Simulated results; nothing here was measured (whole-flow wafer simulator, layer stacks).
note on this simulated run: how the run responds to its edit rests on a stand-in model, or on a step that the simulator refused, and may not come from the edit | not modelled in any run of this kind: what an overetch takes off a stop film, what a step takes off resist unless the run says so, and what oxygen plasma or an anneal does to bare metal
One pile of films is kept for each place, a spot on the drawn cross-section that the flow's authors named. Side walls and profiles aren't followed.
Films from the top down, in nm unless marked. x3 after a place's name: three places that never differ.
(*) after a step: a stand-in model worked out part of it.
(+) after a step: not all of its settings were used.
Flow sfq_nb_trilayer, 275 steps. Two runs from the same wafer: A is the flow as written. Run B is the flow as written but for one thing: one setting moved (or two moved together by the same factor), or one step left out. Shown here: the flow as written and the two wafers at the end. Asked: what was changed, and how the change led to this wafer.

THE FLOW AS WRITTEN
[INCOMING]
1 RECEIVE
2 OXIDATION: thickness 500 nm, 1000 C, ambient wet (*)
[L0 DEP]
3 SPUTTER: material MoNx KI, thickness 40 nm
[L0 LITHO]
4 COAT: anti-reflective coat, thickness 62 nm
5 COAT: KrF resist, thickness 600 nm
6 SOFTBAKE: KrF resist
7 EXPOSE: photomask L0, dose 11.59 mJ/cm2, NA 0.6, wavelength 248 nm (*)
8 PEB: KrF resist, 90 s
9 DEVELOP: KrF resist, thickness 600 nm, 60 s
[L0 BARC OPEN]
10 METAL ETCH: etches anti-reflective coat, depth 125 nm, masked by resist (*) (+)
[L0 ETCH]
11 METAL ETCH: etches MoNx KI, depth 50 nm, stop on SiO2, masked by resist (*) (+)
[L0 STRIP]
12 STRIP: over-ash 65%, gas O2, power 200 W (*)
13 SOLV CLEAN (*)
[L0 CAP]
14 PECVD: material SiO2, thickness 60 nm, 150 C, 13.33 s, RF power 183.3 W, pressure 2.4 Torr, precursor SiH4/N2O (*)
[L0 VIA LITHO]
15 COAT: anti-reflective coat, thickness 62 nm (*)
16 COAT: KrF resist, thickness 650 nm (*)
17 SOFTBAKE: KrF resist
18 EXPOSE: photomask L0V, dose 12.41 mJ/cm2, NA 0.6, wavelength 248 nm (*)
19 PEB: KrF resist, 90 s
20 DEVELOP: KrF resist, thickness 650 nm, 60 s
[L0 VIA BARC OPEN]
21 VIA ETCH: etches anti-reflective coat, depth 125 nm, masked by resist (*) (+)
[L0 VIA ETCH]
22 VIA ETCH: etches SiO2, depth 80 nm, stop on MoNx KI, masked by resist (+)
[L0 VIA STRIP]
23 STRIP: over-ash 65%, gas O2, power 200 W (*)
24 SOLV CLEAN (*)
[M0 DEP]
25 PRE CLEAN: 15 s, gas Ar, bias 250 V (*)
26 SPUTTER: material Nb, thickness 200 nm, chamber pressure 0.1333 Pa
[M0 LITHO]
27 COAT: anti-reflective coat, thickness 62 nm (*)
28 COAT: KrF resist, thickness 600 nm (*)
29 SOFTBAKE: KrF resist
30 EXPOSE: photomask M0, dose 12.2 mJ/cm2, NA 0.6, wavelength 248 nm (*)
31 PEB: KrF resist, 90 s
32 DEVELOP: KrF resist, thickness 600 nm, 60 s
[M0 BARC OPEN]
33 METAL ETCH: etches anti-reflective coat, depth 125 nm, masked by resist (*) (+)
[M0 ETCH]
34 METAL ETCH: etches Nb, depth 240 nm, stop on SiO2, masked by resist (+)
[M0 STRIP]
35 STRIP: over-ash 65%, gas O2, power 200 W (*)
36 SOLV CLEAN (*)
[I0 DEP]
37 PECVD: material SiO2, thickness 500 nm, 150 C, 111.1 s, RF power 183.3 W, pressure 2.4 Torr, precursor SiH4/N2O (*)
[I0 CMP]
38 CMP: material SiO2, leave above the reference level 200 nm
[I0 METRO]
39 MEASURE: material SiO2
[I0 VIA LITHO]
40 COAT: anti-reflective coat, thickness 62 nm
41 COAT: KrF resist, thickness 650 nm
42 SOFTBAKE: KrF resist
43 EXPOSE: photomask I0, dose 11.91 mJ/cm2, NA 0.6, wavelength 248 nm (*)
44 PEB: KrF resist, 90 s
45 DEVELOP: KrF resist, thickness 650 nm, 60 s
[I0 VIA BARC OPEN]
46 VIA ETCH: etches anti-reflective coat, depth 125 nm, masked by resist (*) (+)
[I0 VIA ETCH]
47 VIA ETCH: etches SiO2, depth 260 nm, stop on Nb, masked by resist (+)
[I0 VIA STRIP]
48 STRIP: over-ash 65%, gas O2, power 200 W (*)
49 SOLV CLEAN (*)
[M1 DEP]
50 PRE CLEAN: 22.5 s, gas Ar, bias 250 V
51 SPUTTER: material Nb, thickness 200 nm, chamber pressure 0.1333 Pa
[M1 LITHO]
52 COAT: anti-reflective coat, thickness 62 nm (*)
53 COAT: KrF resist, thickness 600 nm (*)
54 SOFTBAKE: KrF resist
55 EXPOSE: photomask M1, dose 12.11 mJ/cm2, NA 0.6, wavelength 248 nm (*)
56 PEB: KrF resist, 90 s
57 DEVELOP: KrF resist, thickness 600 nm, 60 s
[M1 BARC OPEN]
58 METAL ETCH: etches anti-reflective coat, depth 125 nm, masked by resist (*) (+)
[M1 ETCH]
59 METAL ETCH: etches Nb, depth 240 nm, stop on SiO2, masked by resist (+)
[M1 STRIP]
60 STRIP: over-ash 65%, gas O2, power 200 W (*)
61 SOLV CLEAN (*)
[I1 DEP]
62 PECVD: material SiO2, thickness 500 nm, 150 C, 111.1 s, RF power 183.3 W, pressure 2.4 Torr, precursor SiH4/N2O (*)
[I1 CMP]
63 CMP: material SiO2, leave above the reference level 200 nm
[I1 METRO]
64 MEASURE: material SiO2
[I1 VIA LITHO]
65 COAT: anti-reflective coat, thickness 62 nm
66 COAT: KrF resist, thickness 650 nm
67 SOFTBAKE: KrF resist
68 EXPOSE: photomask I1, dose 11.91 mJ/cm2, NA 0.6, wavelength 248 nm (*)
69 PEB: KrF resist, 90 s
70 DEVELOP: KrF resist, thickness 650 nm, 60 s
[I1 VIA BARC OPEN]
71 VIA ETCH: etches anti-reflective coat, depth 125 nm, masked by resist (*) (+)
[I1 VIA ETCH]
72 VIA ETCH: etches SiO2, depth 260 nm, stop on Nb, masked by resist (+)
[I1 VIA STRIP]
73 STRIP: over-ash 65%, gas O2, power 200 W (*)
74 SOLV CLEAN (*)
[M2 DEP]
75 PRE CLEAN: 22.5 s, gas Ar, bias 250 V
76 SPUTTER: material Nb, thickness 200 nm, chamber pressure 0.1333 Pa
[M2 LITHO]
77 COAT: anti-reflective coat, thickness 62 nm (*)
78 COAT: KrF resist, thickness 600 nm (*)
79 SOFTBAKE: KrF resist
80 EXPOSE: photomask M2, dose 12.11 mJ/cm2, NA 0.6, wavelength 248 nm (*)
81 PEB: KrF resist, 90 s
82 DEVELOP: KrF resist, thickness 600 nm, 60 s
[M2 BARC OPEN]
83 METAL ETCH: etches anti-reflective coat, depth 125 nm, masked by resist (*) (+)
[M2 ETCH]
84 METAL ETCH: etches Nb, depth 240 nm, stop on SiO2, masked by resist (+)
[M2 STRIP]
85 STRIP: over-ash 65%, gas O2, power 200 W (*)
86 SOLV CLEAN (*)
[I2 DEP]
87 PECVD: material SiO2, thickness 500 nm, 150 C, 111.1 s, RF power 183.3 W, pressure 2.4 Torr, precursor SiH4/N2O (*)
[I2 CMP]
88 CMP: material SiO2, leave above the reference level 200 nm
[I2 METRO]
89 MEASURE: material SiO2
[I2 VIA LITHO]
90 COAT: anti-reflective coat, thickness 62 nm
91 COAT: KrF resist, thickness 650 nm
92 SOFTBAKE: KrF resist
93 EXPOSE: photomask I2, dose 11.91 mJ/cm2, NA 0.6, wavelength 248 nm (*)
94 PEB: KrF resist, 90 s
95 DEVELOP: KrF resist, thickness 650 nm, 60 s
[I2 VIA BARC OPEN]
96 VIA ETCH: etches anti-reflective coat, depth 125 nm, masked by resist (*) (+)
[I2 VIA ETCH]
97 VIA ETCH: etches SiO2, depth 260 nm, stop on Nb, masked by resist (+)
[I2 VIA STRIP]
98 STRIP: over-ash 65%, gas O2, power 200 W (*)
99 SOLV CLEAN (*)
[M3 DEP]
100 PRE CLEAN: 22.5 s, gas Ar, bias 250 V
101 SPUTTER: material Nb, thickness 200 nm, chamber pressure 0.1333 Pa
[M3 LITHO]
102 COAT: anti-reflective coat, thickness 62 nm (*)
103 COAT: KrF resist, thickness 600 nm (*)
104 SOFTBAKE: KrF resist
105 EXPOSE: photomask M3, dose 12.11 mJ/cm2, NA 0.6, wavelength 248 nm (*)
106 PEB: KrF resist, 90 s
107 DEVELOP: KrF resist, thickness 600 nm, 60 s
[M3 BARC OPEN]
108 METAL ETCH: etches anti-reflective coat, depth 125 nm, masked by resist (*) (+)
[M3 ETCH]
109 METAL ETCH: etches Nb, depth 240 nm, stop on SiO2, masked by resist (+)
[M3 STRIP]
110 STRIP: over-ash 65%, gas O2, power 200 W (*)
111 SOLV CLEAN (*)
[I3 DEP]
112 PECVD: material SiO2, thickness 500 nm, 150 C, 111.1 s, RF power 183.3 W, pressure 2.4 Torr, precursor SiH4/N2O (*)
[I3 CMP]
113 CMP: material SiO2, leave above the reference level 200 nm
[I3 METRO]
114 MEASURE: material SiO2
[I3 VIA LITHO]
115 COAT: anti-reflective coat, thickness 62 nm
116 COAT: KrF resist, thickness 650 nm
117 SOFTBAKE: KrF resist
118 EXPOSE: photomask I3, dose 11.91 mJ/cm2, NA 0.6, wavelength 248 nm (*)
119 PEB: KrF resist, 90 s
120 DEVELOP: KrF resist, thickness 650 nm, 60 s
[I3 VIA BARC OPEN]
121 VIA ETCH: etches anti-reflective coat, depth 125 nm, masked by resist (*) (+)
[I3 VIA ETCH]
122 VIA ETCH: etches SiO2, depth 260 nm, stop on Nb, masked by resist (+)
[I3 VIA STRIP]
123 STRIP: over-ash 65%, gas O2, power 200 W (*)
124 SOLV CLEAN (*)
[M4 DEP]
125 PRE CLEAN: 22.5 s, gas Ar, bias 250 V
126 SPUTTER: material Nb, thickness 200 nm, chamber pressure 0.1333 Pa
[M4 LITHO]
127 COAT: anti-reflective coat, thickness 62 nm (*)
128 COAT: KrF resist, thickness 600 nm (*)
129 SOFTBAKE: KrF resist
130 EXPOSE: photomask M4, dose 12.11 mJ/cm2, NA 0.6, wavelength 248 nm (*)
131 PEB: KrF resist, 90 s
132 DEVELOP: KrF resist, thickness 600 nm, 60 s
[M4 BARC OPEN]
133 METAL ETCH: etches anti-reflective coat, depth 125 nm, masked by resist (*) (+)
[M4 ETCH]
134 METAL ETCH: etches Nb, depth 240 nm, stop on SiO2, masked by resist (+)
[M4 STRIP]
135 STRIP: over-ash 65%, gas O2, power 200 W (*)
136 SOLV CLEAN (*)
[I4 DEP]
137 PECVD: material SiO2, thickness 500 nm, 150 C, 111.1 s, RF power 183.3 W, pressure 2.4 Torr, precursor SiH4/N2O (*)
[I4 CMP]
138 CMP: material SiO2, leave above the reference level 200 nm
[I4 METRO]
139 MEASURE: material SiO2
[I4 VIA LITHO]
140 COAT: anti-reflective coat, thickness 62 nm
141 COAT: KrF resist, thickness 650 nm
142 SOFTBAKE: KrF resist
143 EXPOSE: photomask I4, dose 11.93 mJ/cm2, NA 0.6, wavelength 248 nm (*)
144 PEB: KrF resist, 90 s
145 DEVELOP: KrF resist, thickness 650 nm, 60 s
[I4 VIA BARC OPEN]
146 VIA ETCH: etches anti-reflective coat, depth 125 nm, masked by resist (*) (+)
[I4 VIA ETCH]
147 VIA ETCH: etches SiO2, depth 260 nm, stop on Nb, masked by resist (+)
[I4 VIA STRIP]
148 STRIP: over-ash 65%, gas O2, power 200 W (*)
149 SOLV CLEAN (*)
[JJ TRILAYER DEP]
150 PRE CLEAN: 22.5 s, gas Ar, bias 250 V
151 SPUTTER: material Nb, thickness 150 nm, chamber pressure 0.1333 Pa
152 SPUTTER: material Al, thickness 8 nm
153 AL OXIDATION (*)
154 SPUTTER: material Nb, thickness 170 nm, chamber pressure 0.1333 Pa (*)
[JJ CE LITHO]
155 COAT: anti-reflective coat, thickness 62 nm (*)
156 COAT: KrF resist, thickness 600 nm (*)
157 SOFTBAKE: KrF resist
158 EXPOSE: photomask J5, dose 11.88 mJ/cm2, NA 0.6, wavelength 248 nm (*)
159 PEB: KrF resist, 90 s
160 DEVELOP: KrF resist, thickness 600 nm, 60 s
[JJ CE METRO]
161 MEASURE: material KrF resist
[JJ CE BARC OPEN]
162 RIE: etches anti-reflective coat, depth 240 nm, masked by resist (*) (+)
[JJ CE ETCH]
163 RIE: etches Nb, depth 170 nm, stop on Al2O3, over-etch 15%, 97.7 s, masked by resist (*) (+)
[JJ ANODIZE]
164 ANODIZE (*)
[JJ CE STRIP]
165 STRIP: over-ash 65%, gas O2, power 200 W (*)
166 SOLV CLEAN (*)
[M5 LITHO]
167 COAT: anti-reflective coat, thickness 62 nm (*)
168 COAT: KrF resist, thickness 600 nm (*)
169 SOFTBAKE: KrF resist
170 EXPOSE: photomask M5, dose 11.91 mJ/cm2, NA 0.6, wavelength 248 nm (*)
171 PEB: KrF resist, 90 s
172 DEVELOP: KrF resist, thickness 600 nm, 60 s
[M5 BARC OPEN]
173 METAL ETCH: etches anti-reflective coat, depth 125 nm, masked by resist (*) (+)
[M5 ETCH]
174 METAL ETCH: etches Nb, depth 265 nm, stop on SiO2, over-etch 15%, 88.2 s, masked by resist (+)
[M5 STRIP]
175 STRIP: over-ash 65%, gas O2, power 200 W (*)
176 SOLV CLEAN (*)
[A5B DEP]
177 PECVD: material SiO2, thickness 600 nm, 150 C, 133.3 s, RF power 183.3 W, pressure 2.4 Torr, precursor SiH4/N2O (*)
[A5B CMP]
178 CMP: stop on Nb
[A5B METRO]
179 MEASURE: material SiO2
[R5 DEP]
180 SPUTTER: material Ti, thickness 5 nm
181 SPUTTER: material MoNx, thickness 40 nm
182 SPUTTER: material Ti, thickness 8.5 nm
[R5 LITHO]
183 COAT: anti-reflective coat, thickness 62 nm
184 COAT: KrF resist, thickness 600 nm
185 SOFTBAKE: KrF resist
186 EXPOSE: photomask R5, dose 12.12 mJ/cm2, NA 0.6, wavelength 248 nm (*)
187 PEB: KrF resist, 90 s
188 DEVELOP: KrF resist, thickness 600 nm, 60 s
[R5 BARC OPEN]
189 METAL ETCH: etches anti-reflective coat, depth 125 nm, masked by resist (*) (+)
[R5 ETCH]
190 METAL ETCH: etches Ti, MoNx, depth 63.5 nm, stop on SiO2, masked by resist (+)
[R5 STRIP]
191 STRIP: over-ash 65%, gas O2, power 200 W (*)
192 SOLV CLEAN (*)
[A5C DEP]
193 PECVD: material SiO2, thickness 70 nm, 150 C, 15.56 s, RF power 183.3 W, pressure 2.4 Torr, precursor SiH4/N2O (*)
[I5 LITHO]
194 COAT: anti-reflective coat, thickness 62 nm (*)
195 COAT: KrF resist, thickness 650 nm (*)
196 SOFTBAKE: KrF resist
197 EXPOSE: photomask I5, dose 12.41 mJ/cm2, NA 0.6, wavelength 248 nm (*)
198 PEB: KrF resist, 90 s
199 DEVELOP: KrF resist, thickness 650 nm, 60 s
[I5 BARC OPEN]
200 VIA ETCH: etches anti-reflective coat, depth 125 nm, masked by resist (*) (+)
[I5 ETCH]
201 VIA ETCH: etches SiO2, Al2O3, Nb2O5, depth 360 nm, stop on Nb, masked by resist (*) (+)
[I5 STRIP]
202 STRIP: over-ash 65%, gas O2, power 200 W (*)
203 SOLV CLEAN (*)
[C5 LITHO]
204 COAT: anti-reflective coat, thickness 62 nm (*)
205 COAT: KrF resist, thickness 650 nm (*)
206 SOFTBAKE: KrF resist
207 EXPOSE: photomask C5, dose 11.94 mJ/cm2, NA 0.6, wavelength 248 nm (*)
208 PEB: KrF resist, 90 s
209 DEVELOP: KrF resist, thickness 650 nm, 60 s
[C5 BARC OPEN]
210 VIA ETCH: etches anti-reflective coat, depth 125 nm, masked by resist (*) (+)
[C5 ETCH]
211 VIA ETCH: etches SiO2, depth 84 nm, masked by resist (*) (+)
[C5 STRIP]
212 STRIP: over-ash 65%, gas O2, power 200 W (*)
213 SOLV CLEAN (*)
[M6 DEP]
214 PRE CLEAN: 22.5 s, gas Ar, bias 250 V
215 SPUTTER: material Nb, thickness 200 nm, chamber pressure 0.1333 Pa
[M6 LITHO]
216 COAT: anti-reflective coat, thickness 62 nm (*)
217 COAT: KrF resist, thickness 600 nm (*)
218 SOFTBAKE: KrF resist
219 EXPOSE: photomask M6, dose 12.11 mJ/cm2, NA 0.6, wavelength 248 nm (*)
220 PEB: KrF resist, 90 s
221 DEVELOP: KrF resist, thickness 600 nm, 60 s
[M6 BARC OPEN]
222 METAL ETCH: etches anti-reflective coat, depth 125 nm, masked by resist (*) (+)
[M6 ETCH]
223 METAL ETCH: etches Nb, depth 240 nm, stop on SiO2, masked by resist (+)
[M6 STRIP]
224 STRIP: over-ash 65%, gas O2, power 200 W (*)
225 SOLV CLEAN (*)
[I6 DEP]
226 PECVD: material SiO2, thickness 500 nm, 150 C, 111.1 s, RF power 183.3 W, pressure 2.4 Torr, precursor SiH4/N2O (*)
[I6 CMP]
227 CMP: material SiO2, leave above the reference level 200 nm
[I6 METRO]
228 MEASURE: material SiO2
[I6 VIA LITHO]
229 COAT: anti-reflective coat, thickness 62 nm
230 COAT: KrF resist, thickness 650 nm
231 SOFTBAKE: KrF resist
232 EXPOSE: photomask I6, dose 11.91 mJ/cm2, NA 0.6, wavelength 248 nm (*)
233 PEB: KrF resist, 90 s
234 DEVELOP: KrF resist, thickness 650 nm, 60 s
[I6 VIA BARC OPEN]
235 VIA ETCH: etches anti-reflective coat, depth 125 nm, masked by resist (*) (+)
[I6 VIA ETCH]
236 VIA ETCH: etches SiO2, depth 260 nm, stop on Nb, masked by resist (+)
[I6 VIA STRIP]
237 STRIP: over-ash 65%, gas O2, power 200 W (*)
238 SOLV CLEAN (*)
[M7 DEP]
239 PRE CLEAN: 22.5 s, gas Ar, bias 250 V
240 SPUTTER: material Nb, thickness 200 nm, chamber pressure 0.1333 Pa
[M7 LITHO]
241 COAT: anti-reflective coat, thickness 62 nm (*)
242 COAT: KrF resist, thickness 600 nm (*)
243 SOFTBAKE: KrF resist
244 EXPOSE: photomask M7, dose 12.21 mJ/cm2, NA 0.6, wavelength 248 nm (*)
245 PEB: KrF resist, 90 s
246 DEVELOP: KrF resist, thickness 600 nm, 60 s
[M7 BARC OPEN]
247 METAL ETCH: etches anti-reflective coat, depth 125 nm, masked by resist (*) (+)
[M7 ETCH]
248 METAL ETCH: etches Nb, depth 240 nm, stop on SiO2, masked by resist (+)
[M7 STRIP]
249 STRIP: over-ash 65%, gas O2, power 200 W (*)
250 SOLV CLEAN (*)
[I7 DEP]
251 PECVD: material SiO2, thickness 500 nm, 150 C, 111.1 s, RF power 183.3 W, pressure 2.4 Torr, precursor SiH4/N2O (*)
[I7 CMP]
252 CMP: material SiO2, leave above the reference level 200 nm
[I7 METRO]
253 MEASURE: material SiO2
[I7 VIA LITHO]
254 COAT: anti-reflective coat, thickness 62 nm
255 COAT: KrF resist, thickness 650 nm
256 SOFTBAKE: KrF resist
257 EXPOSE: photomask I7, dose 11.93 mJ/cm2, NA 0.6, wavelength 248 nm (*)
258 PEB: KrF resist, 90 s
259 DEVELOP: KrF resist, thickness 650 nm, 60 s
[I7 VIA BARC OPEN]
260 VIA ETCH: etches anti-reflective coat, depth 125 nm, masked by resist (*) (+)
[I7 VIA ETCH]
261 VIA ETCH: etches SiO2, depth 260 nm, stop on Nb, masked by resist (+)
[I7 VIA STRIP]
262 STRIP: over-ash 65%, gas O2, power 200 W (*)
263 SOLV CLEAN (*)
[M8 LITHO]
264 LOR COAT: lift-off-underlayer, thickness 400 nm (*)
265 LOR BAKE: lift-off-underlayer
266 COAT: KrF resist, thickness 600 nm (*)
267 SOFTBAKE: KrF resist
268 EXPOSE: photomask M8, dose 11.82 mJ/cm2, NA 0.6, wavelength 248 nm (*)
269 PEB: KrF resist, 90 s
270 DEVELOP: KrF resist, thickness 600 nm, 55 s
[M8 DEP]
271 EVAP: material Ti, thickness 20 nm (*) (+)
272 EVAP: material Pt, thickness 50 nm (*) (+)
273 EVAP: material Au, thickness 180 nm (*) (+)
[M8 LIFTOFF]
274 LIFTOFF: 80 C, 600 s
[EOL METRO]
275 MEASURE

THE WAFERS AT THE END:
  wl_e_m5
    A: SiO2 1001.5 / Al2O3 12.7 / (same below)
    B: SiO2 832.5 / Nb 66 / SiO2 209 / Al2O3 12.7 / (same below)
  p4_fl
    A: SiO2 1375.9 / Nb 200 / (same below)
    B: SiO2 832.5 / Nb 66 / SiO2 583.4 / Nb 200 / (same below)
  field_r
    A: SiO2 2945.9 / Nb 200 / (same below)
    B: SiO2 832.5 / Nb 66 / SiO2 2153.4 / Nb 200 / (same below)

The cause: step 215, SPUTTER: thickness 306 nm was run, where the flow has thickness 200 nm.

How the change led to this, step by step:
  215 SPUTTER: material Nb, thickness 200 nm, chamber pressure 0.1333 Pa
      field_l, v_sur, via_wl and 100 more: A Nb +200 (new film) | B Nb +306 (new film)
      be: A Nb +147.3 | B Nb +223.7
      (and at 2 more places)
  216 COAT: anti-reflective coat, thickness 62 nm (*)
      be: A anti-reflective coat +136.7 (new film) | B anti-reflective coat +147.5 (new film)
      be_sur: A anti-reflective coat +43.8 (new film) | B anti-reflective coat +44.9 (new film)
      (and at 1 more place)
  217 COAT: KrF resist, thickness 600 nm (*)
      be: A KrF resist +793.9 (new film) | B KrF resist +810.2 (new film)
  223 METAL ETCH: etches Nb, depth 240 nm, stop on SiO2, masked by resist (+)
      field_l, gap, moat and 76 more: A Nb -200 (all of it) | B Nb -240
  224 STRIP: over-ash 65%, gas O2, power 200 W (*)
      be: A KrF resist -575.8 (all of it), anti-reflective coat -136.7 (all of it) | B KrF resist -592 (all of it), anti-reflective coat -147.5 (all of it)
      be_sur: A KrF resist -371.2 (all of it), anti-reflective coat -43.8 (all of it) | B KrF resist -368.6 (all of it), anti-reflective coat -44.9 (all of it)
      (and at 1 more place)
  226 PECVD: material SiO2, thickness 500 nm, 150 C, 111.1 s, RF power 183.3 W, pressure 2.4 Torr, precursor SiH4/N2O (*)
      field_l, p4_fl, p4_fm and 62 more: A SiO2 +500 | B SiO2 +500 (new film)
      moat, field_r, lsp_l, ln_m5, lsp_m: A SiO2 +493.6 | B SiO2 +492.3 (new film)
      (and at 10 more places)
  227 CMP: material SiO2, leave above the reference level 200 nm
      field_l, p4_fl, p4_fm and 59 more: A SiO2 -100 | B SiO2 -60
      moat, field_r, lsp_l, ln_m5, lsp_m: A SiO2 -93.6 | B SiO2 -52.3
      (and at 9 more places)
Counting metal films that touch as one body, wl_e_m5 has 7 bodies (between them, from the top down: SiO2 209 / Al2O3 12.7 / Nb2O5 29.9; SiO2 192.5; SiO2 192.5; SiO2 192.5; SiO2 192.5; SiO2 192.5); the flow as written gives 6 bodies (between them, from the top down: SiO2 192.5; SiO2 192.5; SiO2 192.5; SiO2 192.5; SiO2 192.5).
Counting metal films that touch as one body, p4_fl has 3 bodies (between them, from the top down: SiO2 583.4; SiO2 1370); the flow as written gives 2 bodies (between them, from the top down: SiO2 1370).
Counting metal films that touch as one body, field_r has 2 bodies (between them, from the top down: SiO2 2153.4); the flow as written gives 1 body.
